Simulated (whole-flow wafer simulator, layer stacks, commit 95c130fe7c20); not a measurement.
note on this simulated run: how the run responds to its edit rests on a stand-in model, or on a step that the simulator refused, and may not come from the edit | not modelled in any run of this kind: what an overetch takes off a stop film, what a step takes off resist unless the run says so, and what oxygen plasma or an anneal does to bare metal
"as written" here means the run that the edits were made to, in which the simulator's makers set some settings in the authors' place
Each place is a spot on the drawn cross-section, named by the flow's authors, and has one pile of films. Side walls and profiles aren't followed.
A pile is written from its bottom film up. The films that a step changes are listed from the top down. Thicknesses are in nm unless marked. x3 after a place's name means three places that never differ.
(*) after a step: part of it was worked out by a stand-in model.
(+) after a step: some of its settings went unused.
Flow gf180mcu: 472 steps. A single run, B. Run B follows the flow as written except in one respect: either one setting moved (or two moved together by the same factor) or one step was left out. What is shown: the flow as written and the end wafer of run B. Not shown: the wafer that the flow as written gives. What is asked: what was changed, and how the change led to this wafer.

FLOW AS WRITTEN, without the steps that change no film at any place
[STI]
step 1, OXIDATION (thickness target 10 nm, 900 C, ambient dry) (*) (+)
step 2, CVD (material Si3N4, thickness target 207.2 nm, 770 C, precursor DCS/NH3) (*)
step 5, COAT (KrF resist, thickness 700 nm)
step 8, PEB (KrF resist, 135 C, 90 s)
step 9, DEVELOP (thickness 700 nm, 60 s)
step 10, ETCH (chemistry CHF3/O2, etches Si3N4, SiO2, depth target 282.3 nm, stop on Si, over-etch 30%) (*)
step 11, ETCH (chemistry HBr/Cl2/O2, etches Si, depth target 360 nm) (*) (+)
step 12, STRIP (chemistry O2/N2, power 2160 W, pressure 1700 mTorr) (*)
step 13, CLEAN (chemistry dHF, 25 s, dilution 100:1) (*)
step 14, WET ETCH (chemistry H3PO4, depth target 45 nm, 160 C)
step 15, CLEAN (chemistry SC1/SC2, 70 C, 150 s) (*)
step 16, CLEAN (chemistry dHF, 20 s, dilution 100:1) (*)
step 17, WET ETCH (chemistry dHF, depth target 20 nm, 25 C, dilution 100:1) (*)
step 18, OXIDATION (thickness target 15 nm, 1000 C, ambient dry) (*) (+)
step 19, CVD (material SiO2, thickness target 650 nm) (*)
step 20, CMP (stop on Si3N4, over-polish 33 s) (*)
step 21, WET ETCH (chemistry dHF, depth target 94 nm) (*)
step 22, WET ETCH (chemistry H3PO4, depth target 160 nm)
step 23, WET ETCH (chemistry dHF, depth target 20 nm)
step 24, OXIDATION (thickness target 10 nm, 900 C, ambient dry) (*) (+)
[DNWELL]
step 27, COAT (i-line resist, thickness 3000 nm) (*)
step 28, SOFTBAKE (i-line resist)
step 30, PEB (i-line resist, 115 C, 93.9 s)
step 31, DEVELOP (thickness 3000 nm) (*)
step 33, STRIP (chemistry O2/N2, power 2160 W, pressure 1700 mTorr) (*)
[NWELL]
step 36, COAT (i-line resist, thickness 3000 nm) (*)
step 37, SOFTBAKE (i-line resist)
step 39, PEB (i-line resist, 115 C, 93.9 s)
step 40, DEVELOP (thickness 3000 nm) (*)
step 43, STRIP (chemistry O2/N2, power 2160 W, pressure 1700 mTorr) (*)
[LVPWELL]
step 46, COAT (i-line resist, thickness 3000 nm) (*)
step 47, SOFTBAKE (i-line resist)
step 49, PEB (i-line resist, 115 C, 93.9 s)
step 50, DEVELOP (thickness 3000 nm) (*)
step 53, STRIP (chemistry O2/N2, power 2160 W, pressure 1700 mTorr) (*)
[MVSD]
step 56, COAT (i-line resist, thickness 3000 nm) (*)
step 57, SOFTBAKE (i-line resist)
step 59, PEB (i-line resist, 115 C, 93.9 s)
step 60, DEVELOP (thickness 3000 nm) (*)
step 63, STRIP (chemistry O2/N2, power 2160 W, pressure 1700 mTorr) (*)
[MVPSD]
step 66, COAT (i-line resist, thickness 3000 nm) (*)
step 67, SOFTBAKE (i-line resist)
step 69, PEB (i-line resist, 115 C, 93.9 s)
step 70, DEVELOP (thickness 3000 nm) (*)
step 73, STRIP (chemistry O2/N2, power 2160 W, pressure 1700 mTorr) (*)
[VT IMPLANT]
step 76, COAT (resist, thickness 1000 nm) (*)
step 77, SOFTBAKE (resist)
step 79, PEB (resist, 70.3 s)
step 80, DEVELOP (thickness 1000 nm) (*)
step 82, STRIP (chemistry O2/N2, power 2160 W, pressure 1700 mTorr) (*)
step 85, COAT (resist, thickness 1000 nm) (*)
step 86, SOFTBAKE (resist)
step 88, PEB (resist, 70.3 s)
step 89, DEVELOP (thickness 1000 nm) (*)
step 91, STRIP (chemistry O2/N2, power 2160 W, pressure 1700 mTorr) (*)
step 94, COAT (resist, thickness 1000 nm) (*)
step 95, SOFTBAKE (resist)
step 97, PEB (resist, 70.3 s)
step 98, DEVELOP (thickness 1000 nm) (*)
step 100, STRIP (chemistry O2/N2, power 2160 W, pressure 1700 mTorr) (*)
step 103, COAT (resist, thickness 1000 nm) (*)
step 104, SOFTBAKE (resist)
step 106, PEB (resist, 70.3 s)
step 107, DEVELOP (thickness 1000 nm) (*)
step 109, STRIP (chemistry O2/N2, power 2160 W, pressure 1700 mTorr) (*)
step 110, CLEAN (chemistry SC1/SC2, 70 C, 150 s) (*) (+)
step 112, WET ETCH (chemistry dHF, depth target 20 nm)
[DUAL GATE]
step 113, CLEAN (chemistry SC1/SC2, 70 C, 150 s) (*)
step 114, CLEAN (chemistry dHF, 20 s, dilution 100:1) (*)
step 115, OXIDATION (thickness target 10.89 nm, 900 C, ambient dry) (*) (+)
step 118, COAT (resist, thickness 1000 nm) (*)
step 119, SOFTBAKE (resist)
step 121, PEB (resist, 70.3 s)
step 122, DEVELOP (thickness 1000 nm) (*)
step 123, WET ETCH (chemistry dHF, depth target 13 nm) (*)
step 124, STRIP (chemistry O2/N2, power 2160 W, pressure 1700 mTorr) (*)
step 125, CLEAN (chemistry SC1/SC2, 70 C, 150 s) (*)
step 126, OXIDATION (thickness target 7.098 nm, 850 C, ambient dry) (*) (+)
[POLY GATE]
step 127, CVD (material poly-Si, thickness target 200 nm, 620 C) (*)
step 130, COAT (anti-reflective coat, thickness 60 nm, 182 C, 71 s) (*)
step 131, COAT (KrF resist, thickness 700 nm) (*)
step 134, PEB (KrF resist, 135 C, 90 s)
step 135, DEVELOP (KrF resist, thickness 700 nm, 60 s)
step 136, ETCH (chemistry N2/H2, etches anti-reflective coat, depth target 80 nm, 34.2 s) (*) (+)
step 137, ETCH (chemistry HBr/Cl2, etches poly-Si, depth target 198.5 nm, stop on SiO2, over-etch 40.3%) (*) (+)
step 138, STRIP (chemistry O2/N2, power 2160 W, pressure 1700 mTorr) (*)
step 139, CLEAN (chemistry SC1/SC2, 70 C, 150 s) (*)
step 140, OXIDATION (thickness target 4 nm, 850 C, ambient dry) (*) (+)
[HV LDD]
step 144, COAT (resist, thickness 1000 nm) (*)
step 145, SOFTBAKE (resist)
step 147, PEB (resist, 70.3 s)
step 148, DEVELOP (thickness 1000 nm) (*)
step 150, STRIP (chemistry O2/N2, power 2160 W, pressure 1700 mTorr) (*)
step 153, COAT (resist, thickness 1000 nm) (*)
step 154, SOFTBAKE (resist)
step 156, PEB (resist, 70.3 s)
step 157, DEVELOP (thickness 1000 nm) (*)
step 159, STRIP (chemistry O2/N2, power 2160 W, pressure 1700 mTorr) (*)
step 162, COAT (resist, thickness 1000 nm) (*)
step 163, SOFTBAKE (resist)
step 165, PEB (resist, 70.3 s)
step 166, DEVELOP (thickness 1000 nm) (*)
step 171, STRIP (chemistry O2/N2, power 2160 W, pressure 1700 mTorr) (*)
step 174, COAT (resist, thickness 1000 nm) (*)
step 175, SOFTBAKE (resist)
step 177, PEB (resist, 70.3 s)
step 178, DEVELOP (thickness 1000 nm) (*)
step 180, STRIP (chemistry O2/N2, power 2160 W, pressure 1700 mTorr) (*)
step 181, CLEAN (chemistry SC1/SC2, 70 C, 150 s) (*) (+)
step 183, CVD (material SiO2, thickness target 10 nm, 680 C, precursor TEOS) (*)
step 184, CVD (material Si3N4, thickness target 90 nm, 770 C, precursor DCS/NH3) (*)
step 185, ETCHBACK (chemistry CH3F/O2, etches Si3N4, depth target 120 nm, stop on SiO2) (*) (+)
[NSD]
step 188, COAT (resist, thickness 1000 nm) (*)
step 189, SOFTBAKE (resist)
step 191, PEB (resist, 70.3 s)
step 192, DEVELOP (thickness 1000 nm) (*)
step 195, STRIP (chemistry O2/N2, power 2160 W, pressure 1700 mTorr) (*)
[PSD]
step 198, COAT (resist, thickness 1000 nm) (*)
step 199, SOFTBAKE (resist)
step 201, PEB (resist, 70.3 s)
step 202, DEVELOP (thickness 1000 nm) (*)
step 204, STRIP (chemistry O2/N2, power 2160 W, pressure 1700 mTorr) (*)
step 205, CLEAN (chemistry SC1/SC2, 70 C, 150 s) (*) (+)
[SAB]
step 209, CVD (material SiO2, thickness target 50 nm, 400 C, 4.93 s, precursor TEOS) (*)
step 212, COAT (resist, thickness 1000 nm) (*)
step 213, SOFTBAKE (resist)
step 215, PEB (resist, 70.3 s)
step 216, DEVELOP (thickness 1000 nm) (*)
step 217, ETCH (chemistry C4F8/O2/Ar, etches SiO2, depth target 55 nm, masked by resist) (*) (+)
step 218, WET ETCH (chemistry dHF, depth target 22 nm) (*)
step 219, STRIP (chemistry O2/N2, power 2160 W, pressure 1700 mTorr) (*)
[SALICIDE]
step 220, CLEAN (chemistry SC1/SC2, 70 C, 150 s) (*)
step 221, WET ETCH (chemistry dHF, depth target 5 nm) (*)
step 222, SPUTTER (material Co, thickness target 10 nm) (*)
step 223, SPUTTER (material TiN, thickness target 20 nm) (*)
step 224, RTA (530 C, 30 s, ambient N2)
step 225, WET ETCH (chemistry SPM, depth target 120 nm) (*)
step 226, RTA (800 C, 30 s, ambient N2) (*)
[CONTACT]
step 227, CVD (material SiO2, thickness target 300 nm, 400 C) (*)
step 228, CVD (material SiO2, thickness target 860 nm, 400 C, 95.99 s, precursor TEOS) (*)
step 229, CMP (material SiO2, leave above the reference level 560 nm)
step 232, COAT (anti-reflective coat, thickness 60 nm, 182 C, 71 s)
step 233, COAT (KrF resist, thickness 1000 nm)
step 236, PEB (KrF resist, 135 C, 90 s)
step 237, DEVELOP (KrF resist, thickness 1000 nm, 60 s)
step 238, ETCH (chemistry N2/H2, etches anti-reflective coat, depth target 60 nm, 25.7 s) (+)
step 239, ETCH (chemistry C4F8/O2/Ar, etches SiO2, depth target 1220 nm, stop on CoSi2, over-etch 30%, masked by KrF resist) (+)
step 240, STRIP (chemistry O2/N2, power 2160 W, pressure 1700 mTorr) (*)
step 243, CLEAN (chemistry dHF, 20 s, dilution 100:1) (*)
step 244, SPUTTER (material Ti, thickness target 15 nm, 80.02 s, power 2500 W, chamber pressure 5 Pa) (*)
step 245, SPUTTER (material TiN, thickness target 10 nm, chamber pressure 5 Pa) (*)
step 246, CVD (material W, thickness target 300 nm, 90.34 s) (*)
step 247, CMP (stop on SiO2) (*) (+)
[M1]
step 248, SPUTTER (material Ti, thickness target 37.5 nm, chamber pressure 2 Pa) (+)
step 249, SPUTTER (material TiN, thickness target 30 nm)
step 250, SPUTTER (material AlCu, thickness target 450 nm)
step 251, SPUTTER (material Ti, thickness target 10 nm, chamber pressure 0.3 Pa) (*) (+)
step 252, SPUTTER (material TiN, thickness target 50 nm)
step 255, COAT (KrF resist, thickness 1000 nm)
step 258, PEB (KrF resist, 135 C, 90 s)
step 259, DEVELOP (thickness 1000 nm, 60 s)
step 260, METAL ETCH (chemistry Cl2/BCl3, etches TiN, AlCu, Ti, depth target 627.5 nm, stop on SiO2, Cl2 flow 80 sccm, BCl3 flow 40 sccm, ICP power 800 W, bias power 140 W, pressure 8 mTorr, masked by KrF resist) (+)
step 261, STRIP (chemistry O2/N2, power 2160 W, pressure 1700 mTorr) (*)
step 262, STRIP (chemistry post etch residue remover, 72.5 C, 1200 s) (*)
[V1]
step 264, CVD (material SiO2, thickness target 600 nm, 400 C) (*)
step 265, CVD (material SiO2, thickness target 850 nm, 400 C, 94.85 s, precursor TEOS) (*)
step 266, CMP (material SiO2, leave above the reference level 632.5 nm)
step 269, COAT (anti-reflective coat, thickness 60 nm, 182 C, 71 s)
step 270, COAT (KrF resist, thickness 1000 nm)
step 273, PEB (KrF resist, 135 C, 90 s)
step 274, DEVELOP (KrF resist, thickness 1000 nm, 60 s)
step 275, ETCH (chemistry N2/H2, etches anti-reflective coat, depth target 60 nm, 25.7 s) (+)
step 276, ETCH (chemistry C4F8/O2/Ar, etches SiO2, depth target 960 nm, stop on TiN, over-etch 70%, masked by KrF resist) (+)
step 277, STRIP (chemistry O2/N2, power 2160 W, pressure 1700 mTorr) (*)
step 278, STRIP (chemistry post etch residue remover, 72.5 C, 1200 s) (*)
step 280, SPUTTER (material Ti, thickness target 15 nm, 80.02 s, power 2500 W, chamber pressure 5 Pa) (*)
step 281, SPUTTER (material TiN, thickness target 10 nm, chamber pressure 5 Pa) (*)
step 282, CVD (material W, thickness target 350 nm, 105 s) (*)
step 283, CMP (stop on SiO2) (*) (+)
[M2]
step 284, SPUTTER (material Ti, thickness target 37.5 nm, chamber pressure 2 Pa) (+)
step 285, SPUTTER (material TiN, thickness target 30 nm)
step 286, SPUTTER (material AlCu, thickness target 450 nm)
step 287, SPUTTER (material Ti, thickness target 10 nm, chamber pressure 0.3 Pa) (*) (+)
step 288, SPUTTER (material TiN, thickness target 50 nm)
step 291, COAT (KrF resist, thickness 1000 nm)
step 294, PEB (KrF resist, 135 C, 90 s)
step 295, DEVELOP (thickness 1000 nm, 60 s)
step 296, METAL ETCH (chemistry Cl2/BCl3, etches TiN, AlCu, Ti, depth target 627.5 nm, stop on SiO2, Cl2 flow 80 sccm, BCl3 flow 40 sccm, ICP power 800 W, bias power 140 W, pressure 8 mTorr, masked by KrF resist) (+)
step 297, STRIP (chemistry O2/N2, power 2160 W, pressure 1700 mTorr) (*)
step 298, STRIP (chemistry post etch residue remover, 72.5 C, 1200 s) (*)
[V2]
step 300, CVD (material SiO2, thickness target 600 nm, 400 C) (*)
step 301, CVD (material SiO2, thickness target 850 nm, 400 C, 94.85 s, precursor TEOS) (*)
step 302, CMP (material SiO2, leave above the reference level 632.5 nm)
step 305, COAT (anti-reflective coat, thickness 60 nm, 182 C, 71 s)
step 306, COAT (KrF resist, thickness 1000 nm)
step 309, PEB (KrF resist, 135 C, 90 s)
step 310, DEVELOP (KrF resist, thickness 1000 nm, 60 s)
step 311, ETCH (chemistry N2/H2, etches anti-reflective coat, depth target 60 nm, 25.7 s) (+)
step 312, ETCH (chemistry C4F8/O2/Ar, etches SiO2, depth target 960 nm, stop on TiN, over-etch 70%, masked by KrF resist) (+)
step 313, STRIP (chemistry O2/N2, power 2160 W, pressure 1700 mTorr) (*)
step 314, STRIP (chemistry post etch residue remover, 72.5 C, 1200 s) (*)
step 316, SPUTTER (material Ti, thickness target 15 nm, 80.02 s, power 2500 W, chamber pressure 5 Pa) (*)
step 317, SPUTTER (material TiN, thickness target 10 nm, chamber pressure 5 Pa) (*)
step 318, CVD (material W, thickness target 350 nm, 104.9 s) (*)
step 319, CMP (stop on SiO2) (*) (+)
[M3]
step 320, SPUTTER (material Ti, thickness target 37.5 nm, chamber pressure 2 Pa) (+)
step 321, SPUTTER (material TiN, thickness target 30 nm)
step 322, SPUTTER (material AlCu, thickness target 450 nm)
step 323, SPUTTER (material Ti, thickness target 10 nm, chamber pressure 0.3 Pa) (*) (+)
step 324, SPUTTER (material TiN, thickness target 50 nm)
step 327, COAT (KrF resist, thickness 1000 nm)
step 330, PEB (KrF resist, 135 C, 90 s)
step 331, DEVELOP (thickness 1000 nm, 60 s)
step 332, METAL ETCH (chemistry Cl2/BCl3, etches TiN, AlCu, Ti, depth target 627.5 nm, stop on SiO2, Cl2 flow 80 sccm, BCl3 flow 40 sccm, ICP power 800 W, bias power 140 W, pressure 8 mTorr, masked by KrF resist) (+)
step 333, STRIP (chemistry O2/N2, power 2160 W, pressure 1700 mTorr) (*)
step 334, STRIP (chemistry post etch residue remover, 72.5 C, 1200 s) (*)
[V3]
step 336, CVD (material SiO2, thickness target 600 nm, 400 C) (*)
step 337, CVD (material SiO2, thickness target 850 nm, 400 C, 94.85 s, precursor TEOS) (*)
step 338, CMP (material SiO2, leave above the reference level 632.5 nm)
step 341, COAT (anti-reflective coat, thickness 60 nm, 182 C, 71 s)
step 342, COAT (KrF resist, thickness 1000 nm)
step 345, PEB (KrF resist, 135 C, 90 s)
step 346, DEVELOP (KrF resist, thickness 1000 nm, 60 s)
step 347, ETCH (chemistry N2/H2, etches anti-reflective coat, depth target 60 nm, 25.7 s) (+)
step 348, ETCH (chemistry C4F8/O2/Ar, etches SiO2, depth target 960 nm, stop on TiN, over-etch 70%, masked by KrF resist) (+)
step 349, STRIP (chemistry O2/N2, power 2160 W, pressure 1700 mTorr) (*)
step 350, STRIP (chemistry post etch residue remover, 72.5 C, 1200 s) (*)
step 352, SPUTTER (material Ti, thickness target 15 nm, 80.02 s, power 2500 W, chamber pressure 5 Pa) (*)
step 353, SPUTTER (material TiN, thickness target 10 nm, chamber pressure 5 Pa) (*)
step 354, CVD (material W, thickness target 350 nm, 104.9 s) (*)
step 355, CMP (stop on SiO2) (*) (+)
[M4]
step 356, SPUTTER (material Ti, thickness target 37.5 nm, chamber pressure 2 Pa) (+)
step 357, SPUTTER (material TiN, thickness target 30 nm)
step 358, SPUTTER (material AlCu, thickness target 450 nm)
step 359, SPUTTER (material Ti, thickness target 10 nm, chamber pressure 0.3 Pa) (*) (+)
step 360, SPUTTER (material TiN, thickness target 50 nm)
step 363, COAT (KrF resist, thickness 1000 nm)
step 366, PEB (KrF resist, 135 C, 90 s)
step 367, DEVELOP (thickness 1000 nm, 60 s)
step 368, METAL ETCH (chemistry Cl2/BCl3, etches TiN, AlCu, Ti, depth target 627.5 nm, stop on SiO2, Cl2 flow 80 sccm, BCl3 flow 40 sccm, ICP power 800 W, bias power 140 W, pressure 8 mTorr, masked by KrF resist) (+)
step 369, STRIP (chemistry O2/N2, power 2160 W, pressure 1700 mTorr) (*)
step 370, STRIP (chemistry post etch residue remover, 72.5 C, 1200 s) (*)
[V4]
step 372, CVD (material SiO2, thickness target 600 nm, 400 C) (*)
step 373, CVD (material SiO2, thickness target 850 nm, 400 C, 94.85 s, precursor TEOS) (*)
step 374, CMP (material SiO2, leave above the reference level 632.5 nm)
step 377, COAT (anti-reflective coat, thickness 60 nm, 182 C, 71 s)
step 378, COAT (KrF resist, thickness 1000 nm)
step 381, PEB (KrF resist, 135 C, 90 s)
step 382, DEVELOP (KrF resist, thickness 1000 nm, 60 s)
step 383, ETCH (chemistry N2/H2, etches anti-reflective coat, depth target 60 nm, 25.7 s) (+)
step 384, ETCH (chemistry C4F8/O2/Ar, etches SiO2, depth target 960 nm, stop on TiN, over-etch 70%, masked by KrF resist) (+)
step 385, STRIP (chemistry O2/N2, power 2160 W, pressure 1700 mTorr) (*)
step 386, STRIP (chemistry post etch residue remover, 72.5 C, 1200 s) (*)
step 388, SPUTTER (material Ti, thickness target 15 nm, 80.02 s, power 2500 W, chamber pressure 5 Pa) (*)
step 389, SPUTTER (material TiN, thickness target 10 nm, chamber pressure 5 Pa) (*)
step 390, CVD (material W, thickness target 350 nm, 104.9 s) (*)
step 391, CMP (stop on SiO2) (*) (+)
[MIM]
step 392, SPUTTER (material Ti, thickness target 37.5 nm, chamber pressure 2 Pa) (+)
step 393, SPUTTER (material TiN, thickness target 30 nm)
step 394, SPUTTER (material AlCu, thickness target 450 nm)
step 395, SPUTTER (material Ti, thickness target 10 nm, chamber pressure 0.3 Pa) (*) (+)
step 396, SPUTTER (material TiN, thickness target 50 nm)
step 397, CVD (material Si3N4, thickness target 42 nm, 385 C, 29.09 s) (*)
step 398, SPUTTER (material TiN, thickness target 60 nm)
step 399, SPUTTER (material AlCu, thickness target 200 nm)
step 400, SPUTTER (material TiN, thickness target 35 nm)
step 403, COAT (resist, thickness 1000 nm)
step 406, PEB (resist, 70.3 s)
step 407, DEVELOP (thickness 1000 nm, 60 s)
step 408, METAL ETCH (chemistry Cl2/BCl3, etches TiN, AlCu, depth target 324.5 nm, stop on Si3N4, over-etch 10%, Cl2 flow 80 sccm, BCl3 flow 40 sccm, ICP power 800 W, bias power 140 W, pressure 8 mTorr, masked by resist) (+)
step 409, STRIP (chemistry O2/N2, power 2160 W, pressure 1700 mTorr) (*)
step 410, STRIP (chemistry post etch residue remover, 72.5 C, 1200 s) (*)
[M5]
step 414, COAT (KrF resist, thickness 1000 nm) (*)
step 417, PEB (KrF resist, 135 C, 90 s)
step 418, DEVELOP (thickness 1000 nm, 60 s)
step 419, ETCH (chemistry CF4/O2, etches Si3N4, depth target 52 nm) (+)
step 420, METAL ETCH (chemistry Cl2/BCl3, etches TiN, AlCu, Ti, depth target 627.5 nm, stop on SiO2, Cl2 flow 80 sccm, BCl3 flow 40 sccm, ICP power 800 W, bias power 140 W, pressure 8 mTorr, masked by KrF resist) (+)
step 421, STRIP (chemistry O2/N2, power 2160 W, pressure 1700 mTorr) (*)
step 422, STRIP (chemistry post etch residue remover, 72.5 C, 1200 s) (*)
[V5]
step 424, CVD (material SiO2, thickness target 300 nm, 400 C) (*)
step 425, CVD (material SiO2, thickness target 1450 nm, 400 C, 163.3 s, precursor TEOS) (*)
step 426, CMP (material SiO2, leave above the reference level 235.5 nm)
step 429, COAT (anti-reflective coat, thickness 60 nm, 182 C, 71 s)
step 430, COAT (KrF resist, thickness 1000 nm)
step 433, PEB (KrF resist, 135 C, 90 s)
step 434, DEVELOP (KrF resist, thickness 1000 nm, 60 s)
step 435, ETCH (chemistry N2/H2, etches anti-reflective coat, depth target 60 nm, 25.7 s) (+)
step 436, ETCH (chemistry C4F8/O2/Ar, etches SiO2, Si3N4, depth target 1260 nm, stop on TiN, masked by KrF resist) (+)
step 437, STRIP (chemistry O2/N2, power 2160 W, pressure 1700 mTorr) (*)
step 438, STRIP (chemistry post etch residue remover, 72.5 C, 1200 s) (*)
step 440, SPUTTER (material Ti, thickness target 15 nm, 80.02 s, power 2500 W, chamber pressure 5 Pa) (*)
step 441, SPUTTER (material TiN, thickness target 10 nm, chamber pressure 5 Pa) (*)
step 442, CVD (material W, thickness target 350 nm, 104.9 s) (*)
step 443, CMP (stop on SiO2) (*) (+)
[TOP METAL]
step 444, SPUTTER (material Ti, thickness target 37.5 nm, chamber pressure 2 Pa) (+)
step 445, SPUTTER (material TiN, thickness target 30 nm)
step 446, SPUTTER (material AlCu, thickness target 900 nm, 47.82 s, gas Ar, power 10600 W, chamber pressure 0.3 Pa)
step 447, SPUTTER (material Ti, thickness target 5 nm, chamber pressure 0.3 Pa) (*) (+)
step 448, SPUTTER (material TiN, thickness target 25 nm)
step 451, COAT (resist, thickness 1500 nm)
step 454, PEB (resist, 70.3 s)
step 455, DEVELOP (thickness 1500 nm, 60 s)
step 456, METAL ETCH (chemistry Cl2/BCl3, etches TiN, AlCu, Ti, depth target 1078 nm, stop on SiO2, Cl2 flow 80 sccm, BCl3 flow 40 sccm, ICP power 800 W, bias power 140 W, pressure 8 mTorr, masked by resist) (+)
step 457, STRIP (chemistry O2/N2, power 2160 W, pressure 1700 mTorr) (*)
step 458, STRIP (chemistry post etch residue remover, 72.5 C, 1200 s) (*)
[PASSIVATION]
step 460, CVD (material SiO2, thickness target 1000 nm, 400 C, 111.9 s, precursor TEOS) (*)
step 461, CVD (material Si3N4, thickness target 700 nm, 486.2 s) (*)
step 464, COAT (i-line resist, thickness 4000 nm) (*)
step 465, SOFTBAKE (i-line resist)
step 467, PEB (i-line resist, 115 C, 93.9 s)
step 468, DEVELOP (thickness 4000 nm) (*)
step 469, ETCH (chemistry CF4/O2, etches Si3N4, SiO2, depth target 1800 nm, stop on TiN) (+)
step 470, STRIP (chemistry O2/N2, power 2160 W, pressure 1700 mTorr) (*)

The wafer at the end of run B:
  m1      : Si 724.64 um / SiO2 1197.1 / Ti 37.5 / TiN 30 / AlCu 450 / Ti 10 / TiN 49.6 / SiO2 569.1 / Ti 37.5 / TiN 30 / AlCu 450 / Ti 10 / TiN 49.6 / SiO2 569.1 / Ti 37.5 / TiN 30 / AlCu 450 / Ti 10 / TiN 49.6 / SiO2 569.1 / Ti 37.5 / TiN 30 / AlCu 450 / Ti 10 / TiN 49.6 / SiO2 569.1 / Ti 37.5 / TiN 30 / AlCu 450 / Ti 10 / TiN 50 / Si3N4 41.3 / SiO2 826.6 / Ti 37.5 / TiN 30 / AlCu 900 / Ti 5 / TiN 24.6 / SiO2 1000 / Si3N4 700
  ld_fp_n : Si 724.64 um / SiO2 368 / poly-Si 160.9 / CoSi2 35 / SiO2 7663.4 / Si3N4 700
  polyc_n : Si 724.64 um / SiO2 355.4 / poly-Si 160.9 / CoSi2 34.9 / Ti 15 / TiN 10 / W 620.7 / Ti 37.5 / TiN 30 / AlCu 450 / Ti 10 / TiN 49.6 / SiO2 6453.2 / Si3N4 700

The reason: step 112, WET ETCH: depth target 31.8 nm was run, whereas the flow has depth target 20 nm.

The path from the change to this, step by step:
  step 112, WET ETCH (chemistry dHF, depth target 20 nm)
      field, field__w2, field__w3 and 43 more: -35 SiO2 (as written it would have been: -22 SiO2)
  step 119, SOFTBAKE (resist)
      field_sub: -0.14 resist (as written it would have been: -0.73 resist)
      field_sub__w2: -0.1 resist (as written it would have been: -0.62 resist)
      (also at 3 further places)
  step 130, COAT (anti-reflective coat, thickness 60 nm, 182 C, 71 s) (*)
      p_well, spacer, sd_n: +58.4 anti-reflective coat (new film) (as written it would have been: +70.9 anti-reflective coat (new film))
      ldn_ch, ldp_ch: +62.3 anti-reflective coat (new film) (as written it would have been: +66.7 anti-reflective coat (new film))
      (also at 71 further places)
  step 136, ETCH (chemistry N2/H2, etches anti-reflective coat, depth target 80 nm, 34.2 s) (*) (+)
      p_well, spacer, sd_n: -58.4 anti-reflective coat (all of it), -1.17 poly-Si (as written it would have been: -70.9 anti-reflective coat (all of it), -0.85 poly-Si)
      ldn_dft, ldp_dft: -55.6 anti-reflective coat (all of it), -1.24 poly-Si (as written it would have been: -48.7 anti-reflective coat (all of it), -1.42 poly-Si)
      (also at 50 further places)
  step 138, STRIP (chemistry O2/N2, power 2160 W, pressure 1700 mTorr) (*)
      gate: +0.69 chemical SiO2 (new film), -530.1 KrF resist (all of it), -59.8 anti-reflective coat (all of it), -0.3 poly-Si (as written it would have been: +0.68 chemical SiO2 (new film), -531.7 KrF resist (all of it), -65.5 anti-reflective coat (all of it), -0.3 poly-Si)
      gate_hv: +0.69 chemical SiO2 (new film), -525.1 KrF resist (all of it), -59.1 anti-reflective coat (all of it), -0.3 poly-Si (as written it would have been: +0.68 chemical SiO2 (new film), -528.4 KrF resist (all of it), -61 anti-reflective coat (all of it), -0.3 poly-Si)
      (also at 19 further places)
  step 144, COAT (resist, thickness 1000 nm) (*)
      field__w6: +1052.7 resist (new film) (as written it would have been: +1022.5 resist (new film))
  step 145, SOFTBAKE (resist)
      field: +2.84 resist (as written it would have been: -0.3 resist)
      nw_enc_fld_lv__w3: -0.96 resist (as written it would have been: +2.63 resist)
      (also at 8 further places)
  step 147, PEB (resist, 70.3 s)
      field__w6: -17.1 resist (as written it would have been: -16.3 resist)
  step 150, STRIP (chemistry O2/N2, power 2160 W, pressure 1700 mTorr) (*)
      field__w6: -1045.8 resist (all of it) (as written it would have been: -1012.2 resist (all of it))
  step 153, COAT (resist, thickness 1000 nm) (*)
      field__w6: +1052.7 resist (new film) (as written it would have been: +1022.5 resist (new film))
  step 154, SOFTBAKE (resist)
      field: +2.84 resist (as written it would have been: -0.3 resist)
      nw_enc_fld_lv__w3: -0.96 resist (as written it would have been: +2.63 resist)
      (also at 8 further places)
  step 156, PEB (resist, 70.3 s)
      field__w6: -17.1 resist (as written it would have been: -16.3 resist)
  step 159, STRIP (chemistry O2/N2, power 2160 W, pressure 1700 mTorr) (*)
      field__w6: -1045.8 resist (all of it) (as written it would have been: -1012.2 resist (all of it))
  step 162, COAT (resist, thickness 1000 nm) (*)
      field__w6: +1052.7 resist (new film) (as written it would have been: +1022.5 resist (new film))
  step 163, SOFTBAKE (resist)
      field: +2.84 resist (as written it would have been: -0.3 resist)
      nw_enc_fld_lv__w3: -0.96 resist (as written it would have been: +2.63 resist)
      (also at 8 further places)
  step 165, PEB (resist, 70.3 s)
      field__w6: -17.1 resist (as written it would have been: -16.3 resist)
  ... 11 further steps ...
  step 229, CMP (material SiO2, leave above the reference level 560 nm)
      ldn_sep__w2, ldn_dft, ldn_fld__w1, ldp_sep__w2, ldp_dft, ldp_out, ldp_fld__w3: -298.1 SiO2 (as written it would have been: -311 SiO2)
      sti, mim_1p0, pad, dice_street, iso_nw_fld, iso_fld_sub: -283.9 SiO2 (as written it would have been: -296.8 SiO2)
      (also at 54 further places)
